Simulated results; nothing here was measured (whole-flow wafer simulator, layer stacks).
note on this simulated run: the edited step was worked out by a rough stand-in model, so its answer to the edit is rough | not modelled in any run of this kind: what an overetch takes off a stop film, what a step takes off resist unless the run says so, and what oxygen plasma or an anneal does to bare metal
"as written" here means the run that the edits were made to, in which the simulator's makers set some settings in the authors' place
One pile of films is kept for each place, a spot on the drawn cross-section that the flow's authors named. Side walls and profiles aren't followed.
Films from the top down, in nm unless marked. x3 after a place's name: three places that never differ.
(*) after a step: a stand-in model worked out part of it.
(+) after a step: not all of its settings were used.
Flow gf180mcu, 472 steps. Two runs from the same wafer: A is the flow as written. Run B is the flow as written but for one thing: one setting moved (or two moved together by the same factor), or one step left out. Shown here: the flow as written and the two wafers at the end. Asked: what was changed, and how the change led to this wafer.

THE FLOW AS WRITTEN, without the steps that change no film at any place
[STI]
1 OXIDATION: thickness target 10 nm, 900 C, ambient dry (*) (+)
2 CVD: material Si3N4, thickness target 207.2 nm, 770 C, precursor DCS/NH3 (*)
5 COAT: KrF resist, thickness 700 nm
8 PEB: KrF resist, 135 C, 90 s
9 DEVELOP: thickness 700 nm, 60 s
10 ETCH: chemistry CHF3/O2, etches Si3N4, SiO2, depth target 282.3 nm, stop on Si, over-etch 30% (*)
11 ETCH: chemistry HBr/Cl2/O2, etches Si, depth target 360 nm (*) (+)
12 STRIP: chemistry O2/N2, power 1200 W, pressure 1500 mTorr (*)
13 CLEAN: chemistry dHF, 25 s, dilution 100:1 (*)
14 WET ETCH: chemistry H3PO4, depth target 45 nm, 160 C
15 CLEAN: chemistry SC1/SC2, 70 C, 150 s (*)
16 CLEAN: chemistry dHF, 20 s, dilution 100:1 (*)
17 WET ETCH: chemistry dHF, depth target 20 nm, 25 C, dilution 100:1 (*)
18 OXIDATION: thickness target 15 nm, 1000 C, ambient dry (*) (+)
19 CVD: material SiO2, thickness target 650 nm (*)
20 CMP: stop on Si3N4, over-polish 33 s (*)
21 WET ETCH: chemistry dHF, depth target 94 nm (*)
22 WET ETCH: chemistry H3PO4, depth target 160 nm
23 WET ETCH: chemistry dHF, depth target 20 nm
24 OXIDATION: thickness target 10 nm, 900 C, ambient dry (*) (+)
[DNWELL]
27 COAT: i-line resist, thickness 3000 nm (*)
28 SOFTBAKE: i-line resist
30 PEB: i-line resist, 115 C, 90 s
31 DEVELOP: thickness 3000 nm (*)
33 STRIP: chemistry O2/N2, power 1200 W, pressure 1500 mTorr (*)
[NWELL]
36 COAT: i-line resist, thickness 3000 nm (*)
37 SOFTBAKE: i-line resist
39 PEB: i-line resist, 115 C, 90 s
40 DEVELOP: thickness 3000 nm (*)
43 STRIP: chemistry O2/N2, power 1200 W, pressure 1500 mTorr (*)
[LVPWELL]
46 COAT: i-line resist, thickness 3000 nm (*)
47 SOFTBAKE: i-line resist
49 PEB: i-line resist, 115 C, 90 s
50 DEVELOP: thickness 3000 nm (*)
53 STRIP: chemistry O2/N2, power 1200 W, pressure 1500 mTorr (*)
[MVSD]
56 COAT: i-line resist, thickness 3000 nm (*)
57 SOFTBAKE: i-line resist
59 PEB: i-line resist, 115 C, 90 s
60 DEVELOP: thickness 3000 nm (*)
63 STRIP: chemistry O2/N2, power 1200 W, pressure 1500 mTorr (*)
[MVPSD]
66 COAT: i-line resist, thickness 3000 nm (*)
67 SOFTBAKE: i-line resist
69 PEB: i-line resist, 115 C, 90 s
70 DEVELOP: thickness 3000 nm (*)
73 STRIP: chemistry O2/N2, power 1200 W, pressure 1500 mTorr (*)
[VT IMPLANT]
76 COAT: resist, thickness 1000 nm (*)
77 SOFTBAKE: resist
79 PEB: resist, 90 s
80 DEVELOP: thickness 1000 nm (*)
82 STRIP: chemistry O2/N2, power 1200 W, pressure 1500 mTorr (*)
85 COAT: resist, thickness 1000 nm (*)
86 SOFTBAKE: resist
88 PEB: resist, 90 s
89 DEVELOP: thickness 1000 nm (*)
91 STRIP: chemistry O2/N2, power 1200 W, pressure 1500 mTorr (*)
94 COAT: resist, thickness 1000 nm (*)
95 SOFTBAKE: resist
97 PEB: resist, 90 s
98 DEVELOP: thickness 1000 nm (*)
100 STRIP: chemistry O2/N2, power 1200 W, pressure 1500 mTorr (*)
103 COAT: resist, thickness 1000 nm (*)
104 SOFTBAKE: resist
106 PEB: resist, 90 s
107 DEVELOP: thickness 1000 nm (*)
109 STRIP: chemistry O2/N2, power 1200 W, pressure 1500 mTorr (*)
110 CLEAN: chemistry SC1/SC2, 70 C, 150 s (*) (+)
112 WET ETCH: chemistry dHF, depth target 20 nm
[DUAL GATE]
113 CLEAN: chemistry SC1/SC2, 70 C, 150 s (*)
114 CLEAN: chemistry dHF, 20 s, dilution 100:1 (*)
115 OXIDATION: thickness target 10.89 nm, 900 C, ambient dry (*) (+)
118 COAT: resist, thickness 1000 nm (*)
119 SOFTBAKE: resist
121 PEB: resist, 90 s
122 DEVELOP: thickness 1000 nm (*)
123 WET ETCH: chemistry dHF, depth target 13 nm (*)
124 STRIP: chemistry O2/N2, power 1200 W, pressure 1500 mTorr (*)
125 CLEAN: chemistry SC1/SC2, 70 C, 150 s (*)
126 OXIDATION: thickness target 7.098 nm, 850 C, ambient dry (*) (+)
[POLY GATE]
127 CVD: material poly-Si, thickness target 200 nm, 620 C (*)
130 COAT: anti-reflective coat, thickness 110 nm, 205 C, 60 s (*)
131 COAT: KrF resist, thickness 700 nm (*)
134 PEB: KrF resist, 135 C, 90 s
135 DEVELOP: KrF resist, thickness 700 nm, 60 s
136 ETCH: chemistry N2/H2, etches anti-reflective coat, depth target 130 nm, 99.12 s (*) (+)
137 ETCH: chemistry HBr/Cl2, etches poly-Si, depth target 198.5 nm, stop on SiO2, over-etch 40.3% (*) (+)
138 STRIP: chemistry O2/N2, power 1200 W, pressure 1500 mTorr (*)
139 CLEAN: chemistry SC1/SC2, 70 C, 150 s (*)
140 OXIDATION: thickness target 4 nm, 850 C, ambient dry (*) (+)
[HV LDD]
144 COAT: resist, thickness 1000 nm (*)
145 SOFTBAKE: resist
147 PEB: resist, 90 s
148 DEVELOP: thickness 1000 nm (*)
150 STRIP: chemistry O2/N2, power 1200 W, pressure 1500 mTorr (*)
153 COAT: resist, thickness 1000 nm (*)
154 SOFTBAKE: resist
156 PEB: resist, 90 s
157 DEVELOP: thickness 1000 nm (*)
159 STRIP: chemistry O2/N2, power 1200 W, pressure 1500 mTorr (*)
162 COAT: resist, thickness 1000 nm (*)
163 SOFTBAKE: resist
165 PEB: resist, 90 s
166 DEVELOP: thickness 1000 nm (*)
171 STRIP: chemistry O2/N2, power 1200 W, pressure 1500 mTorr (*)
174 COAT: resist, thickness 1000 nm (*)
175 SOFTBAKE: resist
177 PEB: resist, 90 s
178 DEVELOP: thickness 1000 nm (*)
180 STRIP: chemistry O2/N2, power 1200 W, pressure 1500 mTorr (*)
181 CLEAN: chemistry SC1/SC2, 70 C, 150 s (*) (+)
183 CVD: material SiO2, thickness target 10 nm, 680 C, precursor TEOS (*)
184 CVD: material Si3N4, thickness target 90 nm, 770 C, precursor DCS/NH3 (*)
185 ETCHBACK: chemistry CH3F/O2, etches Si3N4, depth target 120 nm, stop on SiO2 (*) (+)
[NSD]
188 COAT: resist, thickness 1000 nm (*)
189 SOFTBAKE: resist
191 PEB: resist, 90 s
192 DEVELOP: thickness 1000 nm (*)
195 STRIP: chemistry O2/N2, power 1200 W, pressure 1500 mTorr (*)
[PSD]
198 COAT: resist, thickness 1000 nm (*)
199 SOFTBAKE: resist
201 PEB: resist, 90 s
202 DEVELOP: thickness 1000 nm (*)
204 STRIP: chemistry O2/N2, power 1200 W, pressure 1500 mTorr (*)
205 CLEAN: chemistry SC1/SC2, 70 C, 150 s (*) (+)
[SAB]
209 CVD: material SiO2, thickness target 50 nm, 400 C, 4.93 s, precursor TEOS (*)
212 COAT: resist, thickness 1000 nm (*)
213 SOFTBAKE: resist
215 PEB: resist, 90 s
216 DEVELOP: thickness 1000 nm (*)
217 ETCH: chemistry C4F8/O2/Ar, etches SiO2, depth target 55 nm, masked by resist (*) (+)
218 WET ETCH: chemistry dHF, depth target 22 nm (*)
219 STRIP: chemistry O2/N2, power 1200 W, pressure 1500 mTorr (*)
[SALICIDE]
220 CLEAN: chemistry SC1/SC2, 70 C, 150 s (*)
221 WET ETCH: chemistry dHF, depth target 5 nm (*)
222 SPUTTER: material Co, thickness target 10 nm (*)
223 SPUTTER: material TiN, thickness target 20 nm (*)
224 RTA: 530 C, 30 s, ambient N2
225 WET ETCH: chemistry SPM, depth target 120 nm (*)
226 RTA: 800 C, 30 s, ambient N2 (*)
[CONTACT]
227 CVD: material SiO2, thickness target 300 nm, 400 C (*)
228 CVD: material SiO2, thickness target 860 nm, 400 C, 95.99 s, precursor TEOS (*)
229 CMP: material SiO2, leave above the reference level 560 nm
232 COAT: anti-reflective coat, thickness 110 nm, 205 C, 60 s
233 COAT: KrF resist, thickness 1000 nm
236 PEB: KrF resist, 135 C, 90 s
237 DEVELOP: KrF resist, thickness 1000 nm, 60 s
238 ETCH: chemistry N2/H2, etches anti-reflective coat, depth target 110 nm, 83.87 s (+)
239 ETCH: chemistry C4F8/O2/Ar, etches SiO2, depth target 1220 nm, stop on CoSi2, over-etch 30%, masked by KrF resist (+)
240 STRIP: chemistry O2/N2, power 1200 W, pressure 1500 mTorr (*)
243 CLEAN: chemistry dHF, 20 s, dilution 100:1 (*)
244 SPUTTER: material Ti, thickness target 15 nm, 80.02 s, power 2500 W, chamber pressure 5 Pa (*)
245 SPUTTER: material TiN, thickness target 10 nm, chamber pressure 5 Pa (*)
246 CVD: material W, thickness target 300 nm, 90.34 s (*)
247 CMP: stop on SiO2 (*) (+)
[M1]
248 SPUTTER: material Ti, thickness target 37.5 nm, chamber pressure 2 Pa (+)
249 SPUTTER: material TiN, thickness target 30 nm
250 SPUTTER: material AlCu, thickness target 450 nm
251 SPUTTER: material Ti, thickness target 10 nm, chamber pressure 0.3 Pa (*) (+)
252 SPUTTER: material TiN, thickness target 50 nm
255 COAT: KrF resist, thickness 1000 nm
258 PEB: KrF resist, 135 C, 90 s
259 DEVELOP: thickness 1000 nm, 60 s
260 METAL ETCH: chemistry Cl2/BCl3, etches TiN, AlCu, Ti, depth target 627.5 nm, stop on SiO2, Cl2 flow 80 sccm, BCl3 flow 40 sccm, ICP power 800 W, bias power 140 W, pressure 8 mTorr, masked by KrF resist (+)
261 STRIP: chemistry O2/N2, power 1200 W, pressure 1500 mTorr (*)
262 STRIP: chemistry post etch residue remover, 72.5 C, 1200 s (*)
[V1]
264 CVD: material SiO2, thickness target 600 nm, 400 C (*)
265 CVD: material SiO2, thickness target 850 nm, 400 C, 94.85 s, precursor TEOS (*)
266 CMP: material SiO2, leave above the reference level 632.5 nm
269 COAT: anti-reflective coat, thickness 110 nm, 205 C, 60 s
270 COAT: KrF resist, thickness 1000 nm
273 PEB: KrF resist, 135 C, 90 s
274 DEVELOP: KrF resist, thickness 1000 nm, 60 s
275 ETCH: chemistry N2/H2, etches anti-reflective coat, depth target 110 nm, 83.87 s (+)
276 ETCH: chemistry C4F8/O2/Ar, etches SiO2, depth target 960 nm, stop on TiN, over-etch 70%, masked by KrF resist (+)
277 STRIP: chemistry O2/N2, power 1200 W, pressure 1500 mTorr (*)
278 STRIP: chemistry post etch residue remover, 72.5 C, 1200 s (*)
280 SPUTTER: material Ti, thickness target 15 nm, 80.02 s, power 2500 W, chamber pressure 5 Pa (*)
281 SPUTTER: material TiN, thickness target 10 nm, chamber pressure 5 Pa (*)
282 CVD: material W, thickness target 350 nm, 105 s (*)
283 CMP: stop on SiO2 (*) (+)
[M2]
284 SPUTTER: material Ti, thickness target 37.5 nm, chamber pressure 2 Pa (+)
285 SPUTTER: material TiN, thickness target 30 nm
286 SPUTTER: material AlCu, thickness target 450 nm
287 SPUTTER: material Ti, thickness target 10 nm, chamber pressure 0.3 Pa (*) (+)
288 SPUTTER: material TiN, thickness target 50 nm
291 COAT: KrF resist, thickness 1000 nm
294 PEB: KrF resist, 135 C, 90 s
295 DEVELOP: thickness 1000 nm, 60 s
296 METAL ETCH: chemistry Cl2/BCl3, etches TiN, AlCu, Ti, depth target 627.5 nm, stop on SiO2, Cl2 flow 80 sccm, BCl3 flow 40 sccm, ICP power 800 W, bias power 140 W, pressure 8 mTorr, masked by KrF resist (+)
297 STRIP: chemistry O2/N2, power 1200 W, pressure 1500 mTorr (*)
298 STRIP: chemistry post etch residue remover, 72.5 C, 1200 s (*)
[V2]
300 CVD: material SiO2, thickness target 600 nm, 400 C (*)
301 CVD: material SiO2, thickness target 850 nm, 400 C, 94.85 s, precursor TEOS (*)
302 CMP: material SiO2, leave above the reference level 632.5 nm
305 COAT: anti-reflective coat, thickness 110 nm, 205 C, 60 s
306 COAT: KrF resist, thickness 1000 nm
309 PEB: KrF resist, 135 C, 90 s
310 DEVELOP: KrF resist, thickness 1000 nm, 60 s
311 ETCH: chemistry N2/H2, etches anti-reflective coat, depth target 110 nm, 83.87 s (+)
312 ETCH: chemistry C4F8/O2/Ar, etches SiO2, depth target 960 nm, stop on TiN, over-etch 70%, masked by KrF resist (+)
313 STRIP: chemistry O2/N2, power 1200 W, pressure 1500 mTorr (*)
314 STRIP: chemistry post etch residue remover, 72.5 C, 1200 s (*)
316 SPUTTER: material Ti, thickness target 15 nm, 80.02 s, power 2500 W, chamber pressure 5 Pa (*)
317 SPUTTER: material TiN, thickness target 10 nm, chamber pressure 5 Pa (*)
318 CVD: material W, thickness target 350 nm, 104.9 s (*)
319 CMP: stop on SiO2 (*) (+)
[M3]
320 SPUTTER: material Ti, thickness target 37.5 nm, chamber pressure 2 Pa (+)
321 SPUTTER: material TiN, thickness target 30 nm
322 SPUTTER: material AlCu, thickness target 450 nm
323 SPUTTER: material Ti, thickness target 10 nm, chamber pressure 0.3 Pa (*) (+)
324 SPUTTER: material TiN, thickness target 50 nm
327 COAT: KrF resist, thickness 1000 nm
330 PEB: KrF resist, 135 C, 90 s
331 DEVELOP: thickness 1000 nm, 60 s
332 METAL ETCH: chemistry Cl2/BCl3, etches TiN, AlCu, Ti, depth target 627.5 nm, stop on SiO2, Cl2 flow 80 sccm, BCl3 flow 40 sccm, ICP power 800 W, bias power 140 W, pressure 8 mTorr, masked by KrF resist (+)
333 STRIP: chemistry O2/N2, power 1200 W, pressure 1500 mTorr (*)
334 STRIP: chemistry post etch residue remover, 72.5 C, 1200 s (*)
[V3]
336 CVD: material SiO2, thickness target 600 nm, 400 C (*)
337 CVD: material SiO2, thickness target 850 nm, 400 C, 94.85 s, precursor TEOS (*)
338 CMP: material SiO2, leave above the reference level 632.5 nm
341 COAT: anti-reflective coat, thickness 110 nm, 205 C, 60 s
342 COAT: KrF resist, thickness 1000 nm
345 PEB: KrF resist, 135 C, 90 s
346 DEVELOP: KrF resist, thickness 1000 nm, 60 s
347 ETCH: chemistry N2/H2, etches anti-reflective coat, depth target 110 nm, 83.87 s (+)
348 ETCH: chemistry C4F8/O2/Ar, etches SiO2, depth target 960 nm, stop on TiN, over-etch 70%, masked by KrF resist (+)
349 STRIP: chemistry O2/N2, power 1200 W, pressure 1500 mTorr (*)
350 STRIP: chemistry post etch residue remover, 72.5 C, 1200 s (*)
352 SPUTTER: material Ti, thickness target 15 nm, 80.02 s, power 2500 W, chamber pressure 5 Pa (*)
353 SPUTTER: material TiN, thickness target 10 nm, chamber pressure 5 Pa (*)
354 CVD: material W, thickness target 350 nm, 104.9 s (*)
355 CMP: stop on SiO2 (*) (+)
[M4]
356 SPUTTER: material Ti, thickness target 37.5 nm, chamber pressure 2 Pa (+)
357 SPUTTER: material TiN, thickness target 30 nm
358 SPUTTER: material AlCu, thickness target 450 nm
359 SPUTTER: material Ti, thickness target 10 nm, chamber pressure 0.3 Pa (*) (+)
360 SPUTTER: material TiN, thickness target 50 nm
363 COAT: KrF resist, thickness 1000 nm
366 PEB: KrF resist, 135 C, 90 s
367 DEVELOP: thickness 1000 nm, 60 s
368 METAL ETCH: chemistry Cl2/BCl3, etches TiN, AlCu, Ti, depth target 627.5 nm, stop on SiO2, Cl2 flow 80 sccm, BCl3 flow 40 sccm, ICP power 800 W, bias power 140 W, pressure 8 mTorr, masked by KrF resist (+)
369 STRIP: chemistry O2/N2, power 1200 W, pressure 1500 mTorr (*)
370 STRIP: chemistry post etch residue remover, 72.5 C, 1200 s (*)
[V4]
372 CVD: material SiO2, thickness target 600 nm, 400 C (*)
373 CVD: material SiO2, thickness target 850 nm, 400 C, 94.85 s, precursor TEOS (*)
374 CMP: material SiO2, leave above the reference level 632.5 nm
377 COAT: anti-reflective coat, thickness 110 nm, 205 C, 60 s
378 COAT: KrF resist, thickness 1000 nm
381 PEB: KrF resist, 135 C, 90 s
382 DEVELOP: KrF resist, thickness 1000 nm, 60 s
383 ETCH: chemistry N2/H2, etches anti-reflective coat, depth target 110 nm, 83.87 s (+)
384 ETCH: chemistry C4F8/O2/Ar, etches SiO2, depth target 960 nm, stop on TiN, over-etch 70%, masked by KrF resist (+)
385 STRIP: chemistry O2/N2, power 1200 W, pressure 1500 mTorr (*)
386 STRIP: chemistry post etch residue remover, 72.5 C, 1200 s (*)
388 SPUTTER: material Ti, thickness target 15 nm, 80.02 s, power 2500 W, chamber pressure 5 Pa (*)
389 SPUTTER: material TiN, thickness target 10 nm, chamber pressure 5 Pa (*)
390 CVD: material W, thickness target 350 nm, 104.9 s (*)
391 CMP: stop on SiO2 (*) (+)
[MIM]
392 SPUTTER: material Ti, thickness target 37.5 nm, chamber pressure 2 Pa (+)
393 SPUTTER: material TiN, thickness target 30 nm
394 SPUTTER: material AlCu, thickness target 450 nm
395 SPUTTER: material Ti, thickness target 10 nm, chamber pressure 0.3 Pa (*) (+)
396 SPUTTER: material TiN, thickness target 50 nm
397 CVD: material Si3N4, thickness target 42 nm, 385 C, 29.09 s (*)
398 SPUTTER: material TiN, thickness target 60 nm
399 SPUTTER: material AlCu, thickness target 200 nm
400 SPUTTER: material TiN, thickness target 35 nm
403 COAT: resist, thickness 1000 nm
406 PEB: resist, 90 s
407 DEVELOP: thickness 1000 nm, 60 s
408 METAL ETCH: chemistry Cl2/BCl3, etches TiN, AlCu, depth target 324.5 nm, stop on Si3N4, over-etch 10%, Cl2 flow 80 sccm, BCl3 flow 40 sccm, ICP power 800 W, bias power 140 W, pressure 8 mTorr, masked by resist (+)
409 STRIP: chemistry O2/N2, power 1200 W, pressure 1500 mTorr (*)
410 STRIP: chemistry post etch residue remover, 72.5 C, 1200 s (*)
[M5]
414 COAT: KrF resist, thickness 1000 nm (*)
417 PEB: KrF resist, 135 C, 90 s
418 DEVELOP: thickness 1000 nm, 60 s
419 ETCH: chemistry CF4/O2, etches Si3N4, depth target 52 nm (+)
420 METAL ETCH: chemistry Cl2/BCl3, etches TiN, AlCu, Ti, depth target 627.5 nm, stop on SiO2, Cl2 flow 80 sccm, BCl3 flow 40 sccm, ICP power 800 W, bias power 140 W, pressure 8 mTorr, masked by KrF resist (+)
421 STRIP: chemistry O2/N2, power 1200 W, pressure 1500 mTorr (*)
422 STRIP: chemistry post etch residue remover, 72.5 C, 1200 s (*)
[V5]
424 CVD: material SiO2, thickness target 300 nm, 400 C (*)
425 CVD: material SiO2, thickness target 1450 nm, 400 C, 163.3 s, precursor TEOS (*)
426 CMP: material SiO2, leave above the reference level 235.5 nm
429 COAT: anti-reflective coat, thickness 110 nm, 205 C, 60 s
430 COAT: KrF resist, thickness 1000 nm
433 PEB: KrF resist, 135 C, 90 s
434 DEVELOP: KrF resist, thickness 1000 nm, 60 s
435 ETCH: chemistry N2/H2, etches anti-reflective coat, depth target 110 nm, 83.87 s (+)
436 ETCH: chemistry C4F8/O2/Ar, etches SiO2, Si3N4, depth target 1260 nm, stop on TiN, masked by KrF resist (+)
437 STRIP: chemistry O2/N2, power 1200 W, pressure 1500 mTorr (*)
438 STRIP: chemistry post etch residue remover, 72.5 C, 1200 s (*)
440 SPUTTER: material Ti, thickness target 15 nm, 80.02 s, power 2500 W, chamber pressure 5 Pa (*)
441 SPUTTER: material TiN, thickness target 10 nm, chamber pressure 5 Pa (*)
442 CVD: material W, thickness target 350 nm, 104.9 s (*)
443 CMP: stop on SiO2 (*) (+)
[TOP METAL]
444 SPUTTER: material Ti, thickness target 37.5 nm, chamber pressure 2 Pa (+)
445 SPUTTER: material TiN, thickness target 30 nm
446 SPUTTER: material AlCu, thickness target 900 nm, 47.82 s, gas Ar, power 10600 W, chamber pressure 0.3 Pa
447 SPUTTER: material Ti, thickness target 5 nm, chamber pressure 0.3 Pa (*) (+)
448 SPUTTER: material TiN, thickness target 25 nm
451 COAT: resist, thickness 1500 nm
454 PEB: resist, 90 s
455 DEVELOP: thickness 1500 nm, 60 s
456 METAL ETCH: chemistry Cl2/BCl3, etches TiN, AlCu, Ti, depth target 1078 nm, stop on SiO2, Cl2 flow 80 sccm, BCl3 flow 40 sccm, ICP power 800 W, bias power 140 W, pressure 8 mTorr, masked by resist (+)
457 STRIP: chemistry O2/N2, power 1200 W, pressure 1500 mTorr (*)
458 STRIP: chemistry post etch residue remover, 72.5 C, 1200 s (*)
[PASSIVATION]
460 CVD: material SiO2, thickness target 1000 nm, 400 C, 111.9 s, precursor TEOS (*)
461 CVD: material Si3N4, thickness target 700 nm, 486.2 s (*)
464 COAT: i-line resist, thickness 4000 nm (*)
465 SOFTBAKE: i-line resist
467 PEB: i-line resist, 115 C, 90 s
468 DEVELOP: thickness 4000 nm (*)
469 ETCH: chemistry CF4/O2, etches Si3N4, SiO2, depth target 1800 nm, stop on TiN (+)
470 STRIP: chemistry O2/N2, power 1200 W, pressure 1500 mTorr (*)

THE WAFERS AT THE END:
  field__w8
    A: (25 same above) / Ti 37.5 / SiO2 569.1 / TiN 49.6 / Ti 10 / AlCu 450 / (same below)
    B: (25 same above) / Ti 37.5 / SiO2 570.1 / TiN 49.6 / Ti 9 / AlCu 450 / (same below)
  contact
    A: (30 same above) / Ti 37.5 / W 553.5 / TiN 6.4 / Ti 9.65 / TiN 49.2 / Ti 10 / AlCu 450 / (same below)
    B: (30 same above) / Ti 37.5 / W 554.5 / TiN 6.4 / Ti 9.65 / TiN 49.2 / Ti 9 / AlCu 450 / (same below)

The cause: step 287, SPUTTER: thickness target 9 nm was run, where the flow has thickness target 10 nm.
It can be read off the wafer: field__w8 has Ti 9, and step 287 as written asks for 10 nm.

How the change led to this, step by step:
  287 SPUTTER: material Ti, thickness target 10 nm, chamber pressure 0.3 Pa (*) (+)
      field, field__w1, field__w2 and 108 more: A Ti +10 (new film) | B Ti +9 (new film)
  296 METAL ETCH: chemistry Cl2/BCl3, etches TiN, AlCu, Ti, depth target 627.5 nm, stop on SiO2, Cl2 flow 80 sccm, BCl3 flow 40 sccm, ICP power 800 W, bias power 140 W, pressure 8 mTorr, masked by KrF resist (+)
      field, field__w1, field__w2 and 103 more: A TiN -50 (all of it), Ti -10 (all of it), AlCu -450 (all of it), TiN -30 (all of it), Ti -37.5 (all of it) | B TiN -50 (all of it), Ti -9 (all of it), AlCu -450 (all of it), TiN -30 (all of it), Ti -37.5 (all of it)
